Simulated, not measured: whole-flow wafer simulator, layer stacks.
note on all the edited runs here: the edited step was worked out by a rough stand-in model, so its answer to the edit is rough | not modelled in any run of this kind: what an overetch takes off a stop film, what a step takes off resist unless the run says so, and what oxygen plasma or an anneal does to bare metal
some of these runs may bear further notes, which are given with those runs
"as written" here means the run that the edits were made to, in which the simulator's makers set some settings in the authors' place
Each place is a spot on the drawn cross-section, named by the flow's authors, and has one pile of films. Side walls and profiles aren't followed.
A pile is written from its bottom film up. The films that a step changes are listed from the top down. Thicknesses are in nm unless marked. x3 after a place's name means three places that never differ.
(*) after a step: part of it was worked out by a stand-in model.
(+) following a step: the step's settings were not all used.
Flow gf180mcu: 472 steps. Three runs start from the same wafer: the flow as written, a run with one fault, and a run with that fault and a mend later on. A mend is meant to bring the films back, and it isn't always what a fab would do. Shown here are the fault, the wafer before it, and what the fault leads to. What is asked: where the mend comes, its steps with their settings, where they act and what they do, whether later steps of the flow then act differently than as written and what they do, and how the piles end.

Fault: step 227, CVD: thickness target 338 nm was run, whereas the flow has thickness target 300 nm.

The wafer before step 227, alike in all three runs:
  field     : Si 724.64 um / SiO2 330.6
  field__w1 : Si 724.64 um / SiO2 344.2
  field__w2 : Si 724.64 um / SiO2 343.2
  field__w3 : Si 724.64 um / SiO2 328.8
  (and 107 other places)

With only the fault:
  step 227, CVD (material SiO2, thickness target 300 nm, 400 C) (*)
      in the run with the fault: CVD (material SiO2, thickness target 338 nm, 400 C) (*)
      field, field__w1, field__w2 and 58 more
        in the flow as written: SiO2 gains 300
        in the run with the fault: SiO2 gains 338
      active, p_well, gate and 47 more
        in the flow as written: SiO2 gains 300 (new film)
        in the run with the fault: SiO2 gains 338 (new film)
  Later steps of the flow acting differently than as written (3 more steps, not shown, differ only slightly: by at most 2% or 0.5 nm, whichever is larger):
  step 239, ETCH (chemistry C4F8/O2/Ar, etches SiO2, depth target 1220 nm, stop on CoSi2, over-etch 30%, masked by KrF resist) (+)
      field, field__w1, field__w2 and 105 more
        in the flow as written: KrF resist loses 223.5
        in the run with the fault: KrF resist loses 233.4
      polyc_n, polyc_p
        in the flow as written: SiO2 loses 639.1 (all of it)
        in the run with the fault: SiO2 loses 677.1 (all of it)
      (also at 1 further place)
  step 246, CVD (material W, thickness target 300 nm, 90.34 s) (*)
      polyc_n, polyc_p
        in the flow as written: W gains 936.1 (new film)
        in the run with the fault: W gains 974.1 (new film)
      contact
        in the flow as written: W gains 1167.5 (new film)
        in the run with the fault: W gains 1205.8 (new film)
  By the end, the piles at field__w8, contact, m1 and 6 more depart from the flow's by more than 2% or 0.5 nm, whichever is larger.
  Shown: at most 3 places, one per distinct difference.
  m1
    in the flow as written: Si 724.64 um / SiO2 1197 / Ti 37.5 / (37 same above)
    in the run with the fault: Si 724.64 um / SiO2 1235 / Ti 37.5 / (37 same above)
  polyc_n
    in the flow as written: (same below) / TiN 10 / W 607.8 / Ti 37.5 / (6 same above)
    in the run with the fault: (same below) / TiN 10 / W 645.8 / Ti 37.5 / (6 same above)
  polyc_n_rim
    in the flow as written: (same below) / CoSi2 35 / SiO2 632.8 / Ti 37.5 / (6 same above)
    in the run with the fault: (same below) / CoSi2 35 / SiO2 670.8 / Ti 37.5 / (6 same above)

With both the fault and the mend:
  The mend follows step 227.
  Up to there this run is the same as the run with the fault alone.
  step 227a, WET ETCH (chemistry dHF, depth target 38 nm, 25 C, dilution 100:1) (*) (the flow's step 17, run once more with other settings)
      field, field__w1, field__w2 and 108 more
        SiO2 loses 38
  None of the later steps of the flow acts differently than as written at any place that is followed.
  The piles end the same as the flow's at every place that both follow.
